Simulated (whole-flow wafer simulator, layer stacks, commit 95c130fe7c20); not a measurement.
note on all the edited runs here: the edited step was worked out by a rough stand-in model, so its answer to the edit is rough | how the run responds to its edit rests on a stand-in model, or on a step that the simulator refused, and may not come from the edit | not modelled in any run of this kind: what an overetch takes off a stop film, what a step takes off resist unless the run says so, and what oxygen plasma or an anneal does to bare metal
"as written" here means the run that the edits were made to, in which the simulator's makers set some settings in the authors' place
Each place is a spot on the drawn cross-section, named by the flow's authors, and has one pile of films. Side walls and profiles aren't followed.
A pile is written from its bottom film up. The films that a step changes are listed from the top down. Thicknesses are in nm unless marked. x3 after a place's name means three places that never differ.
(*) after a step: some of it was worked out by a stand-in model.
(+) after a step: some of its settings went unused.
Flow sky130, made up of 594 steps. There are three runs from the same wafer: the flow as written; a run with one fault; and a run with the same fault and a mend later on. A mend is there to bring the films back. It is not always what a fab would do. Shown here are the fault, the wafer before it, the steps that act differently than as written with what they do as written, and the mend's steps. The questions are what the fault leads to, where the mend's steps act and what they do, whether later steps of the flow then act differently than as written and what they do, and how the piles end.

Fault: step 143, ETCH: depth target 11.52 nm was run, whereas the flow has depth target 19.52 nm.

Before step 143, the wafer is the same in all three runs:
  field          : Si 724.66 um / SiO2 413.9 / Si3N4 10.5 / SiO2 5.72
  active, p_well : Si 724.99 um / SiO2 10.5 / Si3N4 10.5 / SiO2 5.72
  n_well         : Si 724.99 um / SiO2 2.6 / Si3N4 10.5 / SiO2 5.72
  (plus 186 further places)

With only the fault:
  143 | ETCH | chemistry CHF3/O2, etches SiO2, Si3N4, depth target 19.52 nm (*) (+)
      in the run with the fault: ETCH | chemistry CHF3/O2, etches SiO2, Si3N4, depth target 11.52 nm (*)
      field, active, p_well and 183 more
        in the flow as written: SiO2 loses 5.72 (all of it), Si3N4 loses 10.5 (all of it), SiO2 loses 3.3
        in the run with the fault: SiO2 loses 5.72 (all of it), Si3N4 loses 5.8
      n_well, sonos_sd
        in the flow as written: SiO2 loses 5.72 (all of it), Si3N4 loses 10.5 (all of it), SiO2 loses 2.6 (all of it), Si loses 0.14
        in the run with the fault: SiO2 loses 5.72 (all of it), Si3N4 loses 5.8
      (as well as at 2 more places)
  Steps later in the flow that act otherwise than as written (not shown: 51 more steps that differ only slightly, by at most 2% or 0.5 nm, whichever is larger):
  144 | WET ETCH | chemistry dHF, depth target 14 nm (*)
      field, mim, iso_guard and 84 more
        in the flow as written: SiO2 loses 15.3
        in the run with the fault: Si3N4 loses 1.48
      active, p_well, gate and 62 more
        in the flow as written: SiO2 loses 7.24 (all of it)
        in the run with the fault: Si3N4 loses 1.48
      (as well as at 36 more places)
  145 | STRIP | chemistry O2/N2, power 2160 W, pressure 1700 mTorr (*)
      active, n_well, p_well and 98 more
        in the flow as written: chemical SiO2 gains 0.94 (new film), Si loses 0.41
        in the run with the fault: nothing
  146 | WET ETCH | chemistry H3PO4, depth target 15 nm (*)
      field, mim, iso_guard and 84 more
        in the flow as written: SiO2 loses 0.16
        in the run with the fault: Si3N4 loses 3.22 (all of it), SiO2 loses 0.12
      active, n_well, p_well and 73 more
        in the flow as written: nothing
        in the run with the fault: Si3N4 loses 3.22 (all of it), SiO2 loses 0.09
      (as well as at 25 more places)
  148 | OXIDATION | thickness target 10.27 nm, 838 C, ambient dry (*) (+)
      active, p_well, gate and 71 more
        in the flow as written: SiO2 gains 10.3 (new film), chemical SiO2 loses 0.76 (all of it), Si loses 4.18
        in the run with the fault: SiO2 gains 6.52, Si loses 2.87
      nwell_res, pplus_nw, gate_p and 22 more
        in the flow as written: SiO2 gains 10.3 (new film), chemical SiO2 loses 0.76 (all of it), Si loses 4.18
        in the run with the fault: SiO2 gains 6.54, Si loses 2.88
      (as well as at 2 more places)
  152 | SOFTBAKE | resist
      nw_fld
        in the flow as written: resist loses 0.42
        in the run with the fault: resist gains 1.42
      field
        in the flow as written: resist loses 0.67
        in the run with the fault: resist loses 0.04
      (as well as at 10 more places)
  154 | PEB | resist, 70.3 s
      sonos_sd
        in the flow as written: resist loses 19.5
        in the run with the fault: resist loses 20.1
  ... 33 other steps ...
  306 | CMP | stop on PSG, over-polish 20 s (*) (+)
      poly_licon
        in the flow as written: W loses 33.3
        in the run with the fault: W loses 50
  By the end, the piles at field, gate_hv, m1 and 127 more depart from the flow's by more than 2% or 0.5 nm, whichever is larger.
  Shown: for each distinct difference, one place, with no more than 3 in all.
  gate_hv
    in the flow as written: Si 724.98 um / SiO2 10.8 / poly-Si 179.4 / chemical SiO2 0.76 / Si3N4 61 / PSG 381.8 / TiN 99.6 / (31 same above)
    in the run with the fault: Si 724.99 um / SiO2 17.1 / poly-Si 179.4 / chemical SiO2 0.76 / Si3N4 61 / PSG 375.5 / TiN 99.6 / (31 same above)
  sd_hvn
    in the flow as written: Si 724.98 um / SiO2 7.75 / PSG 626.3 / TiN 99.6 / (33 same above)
    in the run with the fault: Si 724.98 um / SiO2 13.9 / PSG 620.1 / TiN 99.6 / (33 same above)
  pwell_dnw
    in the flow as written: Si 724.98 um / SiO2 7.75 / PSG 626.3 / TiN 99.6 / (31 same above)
    in the run with the fault: Si 724.98 um / SiO2 13.9 / PSG 620.1 / TiN 99.6 / (31 same above)

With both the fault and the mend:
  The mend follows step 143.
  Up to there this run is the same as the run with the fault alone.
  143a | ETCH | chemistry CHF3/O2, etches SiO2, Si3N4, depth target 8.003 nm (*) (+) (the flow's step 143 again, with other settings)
      field, active, p_well and 183 more
        Si3N4 loses 4.7 (all of it), SiO2 loses 3.3
      n_well, sonos_sd
        Si3N4 loses 4.7 (all of it), SiO2 loses 2.6 (all of it), Si loses 0.14
      sonos_cell, sonos_cell_x
        resist loses 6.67
  Every later step of the flow that is run acts as written, at every place that is followed, to within 2% or 0.5 nm, whichever is larger.
  The piles end the same as the flow's at every place that both follow.
